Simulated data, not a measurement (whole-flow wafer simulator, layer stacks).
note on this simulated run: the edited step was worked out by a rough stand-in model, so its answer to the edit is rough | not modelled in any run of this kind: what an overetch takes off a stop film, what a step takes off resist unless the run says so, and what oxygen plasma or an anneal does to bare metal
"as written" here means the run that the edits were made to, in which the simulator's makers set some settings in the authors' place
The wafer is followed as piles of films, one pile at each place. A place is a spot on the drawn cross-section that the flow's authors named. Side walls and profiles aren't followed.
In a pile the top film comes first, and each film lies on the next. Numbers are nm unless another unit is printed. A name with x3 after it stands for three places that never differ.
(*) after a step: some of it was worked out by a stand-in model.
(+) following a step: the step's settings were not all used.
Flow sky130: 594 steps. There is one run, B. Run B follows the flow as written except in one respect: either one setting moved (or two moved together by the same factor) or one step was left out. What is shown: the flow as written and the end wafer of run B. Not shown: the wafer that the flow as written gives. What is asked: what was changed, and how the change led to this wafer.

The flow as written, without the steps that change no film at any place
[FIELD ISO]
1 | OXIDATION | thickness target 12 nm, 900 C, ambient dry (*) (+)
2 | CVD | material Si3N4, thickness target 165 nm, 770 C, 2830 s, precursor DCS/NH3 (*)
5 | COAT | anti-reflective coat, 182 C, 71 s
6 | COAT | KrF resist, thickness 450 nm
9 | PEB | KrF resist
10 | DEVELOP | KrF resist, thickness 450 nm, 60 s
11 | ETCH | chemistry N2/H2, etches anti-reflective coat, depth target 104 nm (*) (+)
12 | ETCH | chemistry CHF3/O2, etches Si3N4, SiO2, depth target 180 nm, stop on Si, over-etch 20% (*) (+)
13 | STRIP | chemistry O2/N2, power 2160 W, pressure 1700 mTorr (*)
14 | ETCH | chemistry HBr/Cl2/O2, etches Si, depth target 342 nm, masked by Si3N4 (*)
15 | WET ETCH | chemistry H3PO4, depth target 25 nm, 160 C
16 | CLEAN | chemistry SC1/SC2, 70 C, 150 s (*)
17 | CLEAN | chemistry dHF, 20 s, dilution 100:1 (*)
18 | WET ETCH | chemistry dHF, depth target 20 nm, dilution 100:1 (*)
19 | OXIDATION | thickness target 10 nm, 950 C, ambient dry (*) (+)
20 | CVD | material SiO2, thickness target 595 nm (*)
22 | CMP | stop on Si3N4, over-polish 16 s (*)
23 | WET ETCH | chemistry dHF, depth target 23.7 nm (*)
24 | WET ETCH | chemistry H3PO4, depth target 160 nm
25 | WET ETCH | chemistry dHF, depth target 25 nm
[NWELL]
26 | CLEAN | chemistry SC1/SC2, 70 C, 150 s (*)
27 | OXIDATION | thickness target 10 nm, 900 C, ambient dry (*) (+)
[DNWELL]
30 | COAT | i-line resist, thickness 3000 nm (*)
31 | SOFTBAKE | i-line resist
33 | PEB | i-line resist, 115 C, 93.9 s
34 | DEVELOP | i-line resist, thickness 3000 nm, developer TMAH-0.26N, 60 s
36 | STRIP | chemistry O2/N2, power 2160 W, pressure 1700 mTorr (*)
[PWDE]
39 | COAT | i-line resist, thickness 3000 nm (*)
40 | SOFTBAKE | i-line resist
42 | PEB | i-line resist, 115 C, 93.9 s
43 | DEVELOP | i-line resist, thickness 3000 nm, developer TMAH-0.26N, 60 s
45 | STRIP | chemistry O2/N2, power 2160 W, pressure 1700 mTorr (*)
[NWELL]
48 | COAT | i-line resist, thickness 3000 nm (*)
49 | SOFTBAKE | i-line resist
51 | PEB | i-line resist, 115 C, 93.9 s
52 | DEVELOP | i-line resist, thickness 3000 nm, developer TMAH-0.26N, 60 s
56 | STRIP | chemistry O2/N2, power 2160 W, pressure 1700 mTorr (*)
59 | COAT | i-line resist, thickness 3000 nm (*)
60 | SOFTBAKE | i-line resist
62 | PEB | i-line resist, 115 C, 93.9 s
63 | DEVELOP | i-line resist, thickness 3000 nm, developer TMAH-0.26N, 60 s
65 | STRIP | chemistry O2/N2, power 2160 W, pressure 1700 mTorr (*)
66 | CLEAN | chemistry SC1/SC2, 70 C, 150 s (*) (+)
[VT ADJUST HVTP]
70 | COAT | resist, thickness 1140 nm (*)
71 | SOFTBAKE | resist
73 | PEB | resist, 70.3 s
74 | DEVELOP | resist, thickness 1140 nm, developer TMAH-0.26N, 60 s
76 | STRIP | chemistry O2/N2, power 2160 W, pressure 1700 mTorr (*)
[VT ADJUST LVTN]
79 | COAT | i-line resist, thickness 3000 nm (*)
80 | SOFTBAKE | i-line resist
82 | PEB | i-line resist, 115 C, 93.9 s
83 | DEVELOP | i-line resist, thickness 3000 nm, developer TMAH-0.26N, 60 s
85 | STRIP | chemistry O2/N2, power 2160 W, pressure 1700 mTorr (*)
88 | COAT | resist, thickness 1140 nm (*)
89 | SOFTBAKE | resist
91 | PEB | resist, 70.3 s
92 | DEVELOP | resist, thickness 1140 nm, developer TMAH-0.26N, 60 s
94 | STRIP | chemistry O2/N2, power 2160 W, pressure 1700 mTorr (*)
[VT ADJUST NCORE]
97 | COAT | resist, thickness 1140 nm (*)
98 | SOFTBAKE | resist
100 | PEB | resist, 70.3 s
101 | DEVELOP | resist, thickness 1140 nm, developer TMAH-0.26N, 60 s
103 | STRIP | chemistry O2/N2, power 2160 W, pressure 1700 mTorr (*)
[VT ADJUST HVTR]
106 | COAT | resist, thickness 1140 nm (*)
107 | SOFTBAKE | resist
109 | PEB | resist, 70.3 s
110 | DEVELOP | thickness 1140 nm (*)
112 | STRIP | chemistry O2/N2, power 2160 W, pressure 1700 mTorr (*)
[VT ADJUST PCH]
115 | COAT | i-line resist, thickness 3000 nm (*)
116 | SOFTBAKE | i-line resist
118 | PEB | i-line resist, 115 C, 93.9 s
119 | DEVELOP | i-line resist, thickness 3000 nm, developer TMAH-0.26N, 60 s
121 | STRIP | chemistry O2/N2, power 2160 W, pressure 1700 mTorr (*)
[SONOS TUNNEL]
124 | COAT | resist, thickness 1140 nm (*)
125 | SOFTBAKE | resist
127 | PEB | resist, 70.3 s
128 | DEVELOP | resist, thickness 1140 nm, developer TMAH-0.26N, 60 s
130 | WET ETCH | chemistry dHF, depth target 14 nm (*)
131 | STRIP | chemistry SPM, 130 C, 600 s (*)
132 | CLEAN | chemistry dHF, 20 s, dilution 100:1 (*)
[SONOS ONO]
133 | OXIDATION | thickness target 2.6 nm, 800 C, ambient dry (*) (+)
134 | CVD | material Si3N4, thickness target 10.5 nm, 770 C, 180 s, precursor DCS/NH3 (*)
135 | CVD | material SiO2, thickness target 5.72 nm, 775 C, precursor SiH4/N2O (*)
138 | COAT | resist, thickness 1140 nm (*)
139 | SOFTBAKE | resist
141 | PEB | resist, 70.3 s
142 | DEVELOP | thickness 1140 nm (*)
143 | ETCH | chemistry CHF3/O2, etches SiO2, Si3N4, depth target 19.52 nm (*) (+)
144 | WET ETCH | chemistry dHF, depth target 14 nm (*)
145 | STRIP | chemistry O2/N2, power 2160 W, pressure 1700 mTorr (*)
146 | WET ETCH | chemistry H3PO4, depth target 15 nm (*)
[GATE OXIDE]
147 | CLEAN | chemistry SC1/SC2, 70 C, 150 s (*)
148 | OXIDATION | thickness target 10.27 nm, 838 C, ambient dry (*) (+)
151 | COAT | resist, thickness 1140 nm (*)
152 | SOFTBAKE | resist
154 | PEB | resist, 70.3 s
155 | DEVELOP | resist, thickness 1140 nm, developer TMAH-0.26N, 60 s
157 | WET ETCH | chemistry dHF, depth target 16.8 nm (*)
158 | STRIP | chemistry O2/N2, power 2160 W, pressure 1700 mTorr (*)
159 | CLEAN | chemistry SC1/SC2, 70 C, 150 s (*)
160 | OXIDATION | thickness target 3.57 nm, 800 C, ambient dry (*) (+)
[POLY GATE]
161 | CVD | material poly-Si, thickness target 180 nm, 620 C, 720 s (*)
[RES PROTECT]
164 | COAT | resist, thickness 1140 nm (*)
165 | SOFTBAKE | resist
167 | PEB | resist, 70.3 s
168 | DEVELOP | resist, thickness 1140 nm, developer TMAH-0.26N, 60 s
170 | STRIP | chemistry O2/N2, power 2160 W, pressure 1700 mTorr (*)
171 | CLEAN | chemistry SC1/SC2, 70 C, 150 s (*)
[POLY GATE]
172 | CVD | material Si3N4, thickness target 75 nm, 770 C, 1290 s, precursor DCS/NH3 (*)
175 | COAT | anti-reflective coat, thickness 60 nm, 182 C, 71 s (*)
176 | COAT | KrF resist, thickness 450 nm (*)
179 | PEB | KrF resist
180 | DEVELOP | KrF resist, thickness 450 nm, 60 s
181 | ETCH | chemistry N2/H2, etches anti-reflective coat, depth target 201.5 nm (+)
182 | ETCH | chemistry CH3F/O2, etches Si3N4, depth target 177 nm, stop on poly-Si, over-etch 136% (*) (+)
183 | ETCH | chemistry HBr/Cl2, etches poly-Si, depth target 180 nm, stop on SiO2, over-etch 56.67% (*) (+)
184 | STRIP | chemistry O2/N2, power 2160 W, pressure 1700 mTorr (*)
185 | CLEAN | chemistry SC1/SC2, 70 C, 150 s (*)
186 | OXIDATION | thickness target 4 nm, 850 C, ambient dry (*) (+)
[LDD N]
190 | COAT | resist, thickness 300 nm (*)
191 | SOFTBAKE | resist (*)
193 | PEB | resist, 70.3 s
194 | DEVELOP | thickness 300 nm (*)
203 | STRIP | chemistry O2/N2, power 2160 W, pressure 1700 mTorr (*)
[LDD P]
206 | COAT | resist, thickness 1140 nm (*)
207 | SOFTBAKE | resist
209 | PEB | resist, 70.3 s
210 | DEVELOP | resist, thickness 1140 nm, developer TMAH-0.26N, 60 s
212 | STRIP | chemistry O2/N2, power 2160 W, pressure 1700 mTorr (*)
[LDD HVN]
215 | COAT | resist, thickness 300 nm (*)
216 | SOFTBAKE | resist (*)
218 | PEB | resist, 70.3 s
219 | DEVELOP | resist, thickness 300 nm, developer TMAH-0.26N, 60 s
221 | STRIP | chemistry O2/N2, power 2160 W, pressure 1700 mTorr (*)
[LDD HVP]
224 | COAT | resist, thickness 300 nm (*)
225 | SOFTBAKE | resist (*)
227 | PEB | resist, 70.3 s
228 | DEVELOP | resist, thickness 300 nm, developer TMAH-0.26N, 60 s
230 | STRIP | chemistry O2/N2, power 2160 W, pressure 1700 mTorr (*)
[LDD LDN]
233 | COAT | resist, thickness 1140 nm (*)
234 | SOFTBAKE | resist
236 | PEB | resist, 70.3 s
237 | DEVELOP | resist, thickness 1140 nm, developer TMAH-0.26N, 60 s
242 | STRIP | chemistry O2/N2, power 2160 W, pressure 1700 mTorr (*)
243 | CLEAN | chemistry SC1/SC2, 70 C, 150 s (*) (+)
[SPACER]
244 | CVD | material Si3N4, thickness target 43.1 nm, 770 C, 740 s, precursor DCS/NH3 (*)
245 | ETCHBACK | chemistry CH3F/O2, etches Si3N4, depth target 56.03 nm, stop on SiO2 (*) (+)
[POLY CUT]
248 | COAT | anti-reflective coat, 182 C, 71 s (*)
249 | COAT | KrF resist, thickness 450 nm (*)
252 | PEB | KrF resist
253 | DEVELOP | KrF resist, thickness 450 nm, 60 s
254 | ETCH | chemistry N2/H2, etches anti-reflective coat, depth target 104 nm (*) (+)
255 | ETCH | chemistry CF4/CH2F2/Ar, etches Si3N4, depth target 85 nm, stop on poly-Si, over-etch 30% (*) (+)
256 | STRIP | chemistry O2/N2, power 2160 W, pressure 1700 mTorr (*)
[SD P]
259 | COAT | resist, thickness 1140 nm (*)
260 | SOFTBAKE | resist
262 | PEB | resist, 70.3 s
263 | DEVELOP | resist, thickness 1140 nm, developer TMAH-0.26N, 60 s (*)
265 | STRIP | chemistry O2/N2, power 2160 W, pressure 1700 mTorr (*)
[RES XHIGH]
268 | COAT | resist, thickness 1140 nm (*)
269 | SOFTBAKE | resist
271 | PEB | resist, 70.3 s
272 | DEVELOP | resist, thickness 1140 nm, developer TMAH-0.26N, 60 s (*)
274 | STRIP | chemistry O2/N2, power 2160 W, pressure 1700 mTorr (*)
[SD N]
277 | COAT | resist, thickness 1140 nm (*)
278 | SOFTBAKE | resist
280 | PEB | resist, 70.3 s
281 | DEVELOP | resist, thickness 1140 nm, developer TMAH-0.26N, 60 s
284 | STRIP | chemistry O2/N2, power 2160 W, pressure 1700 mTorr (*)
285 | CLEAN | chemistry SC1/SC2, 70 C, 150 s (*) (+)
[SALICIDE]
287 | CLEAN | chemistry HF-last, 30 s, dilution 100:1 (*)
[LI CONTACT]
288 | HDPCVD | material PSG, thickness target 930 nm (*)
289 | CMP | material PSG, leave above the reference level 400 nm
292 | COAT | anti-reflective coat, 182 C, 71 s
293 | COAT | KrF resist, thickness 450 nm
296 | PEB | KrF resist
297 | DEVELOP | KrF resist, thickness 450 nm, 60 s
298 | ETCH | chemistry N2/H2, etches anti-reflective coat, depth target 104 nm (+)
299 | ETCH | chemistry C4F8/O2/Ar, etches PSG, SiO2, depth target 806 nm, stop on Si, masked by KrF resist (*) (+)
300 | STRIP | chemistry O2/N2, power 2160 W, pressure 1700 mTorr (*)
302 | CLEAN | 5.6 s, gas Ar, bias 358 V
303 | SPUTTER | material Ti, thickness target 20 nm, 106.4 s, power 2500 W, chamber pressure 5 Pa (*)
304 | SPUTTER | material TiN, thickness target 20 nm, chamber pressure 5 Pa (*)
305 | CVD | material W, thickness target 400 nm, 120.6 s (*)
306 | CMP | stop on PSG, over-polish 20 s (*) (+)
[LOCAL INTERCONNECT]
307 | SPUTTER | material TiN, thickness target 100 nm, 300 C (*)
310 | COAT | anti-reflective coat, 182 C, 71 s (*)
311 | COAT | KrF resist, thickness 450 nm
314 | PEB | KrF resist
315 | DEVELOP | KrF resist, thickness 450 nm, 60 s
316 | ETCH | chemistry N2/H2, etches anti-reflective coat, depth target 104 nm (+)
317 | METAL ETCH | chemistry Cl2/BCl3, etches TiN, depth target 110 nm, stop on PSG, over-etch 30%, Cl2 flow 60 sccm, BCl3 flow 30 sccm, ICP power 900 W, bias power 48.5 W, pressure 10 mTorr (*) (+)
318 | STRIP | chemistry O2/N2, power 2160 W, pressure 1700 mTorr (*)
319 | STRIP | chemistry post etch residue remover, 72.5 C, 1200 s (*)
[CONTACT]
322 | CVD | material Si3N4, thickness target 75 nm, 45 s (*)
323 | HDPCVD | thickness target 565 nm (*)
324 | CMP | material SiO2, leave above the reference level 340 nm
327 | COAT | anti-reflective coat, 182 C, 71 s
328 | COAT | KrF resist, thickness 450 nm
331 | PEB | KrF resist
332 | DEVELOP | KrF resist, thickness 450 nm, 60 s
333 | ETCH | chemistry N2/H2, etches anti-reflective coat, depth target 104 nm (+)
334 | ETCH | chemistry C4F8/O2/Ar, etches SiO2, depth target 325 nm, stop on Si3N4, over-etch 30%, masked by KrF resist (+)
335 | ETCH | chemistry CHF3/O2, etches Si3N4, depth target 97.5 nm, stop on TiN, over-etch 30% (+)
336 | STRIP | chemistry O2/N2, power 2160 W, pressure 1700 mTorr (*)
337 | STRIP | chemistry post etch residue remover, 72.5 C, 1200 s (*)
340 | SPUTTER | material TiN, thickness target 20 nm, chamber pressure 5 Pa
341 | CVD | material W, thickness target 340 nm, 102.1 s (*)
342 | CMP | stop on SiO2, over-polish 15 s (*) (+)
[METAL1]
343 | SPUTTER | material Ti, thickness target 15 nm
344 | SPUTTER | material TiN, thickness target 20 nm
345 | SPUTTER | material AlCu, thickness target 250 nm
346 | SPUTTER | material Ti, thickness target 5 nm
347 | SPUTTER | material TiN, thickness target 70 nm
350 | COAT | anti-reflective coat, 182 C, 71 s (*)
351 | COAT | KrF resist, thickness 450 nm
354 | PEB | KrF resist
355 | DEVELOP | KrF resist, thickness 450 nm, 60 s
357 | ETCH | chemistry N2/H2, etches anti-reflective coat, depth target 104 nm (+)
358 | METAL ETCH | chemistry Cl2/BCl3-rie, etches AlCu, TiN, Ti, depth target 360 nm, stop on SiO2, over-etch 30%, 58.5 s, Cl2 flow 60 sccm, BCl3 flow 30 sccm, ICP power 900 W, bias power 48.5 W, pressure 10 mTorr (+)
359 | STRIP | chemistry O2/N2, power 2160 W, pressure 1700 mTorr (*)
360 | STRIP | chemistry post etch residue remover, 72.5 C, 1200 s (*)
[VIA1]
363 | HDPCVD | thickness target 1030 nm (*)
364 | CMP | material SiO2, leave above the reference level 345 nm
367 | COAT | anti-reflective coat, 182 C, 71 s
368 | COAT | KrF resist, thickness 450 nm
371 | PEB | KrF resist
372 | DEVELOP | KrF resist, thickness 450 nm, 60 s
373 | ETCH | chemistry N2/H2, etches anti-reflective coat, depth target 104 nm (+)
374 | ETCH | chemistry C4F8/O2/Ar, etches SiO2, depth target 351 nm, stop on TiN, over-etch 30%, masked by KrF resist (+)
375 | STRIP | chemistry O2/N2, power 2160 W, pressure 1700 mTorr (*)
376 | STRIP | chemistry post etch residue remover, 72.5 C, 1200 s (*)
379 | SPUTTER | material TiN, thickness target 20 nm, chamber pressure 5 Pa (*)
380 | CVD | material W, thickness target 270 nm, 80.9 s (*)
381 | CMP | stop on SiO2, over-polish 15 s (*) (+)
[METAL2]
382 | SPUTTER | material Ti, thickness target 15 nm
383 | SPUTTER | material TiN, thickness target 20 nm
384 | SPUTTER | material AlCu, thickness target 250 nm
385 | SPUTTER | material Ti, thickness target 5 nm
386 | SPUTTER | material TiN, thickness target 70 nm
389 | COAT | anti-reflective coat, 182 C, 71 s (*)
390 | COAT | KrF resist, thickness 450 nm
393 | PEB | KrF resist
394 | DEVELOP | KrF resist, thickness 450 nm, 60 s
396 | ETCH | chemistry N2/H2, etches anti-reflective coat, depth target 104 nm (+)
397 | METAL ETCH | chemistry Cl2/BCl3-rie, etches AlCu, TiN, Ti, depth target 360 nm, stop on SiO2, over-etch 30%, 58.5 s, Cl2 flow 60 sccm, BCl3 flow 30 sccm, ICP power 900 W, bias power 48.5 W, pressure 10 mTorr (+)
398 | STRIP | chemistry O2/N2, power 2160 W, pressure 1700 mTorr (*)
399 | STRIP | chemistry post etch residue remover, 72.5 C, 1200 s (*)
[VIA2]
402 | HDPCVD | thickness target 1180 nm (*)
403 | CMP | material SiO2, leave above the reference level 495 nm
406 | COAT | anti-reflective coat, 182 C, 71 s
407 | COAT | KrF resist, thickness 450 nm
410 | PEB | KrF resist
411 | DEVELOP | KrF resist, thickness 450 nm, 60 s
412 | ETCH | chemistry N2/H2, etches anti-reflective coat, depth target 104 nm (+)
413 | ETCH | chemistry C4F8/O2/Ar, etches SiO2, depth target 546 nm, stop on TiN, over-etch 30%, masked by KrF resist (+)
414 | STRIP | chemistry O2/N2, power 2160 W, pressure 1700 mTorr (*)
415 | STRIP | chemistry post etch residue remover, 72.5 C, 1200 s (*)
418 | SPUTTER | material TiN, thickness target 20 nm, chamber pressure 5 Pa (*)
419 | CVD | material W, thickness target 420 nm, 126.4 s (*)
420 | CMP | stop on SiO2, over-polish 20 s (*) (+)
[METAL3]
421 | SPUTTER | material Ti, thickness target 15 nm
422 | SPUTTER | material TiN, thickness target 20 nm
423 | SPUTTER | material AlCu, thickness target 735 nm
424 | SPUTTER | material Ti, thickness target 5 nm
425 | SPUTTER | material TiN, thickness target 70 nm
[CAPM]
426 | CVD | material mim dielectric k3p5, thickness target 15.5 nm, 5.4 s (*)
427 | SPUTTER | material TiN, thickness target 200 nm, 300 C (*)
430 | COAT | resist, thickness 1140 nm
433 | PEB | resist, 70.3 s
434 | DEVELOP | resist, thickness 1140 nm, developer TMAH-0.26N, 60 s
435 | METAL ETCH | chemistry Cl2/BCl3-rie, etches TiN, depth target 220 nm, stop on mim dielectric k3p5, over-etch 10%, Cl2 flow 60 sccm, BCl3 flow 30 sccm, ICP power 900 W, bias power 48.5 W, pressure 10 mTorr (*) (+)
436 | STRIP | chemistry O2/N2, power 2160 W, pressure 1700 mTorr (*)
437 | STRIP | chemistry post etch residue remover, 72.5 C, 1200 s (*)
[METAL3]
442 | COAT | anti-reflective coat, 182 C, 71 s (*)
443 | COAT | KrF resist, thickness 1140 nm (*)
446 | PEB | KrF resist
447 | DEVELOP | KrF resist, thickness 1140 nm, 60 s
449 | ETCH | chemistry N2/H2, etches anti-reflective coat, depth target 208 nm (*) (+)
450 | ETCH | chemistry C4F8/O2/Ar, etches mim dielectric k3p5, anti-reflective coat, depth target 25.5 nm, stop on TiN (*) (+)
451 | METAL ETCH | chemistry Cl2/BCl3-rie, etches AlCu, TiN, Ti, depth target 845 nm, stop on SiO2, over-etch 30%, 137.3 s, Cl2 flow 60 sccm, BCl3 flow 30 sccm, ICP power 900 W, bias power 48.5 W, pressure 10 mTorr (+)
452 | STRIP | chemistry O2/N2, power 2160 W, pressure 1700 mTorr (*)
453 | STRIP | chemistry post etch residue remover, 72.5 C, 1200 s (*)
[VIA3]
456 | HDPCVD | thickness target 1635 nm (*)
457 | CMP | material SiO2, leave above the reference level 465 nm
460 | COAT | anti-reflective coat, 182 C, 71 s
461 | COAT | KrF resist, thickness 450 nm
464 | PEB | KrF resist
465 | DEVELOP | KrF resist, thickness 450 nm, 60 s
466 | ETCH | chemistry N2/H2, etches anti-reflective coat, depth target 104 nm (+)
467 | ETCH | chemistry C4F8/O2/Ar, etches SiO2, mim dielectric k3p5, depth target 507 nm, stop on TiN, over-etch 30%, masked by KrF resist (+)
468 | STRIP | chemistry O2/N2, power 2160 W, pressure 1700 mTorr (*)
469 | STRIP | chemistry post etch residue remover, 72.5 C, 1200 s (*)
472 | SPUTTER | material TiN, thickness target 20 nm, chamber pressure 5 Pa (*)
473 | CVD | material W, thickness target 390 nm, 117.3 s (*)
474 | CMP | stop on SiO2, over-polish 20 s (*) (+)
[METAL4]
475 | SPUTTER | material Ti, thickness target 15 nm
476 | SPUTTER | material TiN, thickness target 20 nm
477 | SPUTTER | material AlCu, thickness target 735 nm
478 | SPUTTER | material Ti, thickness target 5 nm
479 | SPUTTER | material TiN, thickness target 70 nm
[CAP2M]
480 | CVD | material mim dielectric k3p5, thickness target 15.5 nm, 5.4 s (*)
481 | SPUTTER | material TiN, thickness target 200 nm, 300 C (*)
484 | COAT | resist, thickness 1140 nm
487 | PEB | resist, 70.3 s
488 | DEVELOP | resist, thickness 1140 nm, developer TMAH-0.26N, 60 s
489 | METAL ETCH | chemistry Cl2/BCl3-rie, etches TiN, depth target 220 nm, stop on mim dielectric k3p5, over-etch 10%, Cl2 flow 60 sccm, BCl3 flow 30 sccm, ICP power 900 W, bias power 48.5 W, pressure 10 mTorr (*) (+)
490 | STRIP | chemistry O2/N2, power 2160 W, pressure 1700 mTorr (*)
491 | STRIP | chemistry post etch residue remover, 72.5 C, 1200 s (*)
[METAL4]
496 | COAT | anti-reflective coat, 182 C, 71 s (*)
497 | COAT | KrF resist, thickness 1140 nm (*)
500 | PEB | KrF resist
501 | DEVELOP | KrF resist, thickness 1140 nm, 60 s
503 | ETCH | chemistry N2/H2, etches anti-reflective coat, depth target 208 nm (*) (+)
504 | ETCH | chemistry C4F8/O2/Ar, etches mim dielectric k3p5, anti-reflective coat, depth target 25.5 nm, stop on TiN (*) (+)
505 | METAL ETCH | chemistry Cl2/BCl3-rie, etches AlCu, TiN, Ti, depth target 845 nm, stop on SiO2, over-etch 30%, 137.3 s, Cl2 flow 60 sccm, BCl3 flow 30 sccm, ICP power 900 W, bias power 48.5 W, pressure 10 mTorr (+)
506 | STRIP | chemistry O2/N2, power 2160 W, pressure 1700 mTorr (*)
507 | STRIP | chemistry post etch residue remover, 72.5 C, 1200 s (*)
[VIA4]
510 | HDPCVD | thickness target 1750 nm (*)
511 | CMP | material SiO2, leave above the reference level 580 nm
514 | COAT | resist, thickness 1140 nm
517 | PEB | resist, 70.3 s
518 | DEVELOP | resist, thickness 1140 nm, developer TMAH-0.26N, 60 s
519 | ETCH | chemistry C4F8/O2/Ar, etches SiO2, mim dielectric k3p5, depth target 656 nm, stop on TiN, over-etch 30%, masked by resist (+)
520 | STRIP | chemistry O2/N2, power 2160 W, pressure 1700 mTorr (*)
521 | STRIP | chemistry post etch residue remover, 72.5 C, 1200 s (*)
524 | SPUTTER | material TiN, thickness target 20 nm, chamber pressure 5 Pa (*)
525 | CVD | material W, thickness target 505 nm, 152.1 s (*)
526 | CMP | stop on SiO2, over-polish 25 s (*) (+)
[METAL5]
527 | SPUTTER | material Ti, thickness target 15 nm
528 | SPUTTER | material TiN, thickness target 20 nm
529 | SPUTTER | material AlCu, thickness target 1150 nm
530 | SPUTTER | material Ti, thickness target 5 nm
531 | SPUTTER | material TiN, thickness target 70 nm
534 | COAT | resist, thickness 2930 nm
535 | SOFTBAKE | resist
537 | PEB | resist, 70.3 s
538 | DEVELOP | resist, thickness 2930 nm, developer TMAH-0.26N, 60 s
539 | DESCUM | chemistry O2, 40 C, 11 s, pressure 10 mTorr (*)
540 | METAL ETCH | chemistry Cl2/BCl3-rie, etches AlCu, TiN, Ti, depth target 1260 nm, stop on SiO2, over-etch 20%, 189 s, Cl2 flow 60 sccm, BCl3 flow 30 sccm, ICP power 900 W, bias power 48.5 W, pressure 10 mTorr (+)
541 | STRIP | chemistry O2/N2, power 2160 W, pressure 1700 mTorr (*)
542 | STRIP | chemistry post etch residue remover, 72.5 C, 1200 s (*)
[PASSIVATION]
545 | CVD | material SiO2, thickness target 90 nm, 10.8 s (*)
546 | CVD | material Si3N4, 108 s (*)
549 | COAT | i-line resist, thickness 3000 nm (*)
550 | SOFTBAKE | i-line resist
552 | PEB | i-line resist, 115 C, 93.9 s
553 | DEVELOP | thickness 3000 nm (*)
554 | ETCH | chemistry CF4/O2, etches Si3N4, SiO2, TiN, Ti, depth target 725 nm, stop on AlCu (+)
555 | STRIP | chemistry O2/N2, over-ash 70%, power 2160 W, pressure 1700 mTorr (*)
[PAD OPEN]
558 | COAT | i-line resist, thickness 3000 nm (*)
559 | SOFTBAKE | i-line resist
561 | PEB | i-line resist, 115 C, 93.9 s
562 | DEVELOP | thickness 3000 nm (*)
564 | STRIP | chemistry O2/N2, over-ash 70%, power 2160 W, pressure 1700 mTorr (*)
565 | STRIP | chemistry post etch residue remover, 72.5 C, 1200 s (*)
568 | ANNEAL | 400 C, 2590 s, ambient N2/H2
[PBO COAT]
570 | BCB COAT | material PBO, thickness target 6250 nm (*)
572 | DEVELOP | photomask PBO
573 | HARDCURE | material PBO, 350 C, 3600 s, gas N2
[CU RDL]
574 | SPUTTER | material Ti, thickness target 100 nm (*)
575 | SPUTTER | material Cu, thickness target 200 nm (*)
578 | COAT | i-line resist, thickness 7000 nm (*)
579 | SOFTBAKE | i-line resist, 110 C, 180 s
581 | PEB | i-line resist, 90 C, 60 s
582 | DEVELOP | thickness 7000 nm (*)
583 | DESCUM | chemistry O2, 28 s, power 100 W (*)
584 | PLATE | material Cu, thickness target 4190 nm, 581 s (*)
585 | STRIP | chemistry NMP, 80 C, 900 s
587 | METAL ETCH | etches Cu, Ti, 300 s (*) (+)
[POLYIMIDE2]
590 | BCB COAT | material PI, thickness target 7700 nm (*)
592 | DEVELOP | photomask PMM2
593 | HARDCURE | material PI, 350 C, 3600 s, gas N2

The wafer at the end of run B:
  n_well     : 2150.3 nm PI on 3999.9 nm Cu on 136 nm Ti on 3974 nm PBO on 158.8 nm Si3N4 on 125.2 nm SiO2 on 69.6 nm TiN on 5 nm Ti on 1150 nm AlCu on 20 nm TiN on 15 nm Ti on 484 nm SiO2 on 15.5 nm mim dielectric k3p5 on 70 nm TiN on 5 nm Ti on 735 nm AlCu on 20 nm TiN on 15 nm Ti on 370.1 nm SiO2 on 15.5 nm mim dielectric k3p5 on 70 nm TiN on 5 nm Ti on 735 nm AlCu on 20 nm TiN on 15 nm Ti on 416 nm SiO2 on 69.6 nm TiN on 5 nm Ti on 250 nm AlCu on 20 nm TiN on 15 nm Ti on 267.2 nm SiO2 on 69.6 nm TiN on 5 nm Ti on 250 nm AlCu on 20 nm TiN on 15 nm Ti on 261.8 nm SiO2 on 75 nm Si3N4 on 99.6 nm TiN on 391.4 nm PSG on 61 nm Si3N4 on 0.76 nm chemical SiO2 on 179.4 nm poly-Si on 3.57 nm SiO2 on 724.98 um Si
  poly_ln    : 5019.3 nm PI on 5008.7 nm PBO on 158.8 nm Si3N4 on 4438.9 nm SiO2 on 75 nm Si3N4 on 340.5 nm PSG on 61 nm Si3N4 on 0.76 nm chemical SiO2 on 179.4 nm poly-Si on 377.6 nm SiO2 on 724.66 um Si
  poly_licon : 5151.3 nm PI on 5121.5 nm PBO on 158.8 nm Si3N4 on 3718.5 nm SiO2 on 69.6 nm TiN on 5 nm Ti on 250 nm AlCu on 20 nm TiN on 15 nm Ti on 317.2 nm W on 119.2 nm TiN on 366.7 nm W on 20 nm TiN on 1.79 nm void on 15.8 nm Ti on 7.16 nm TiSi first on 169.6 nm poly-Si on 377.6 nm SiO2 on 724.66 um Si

Cause: step 574, SPUTTER: thickness target 136 nm was run, though the flow has thickness target 100 nm.
One can read it off the wafer: n_well has Ti 136, and step 574 as written asks for 100 nm.

How this came from the change, step by step:
  574 | SPUTTER | material Ti, thickness target 100 nm (*)
      field, active, n_well and 190 more: +136 Ti (new film) (as written it would have been: +100 Ti (new film))
  587 | METAL ETCH | etches Cu, Ti, 300 s (*) (+)
      field, active, gate and 167 more: -200 Cu (all of it), -136 Ti (all of it) (as written it would have been: -200 Cu (all of it), -100 Ti (all of it))
  590 | BCB COAT | material PI, thickness target 7700 nm (*)
      de16_gate_nw: +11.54 um PI (new film) (as written it would have been: +11.5 um PI (new film))
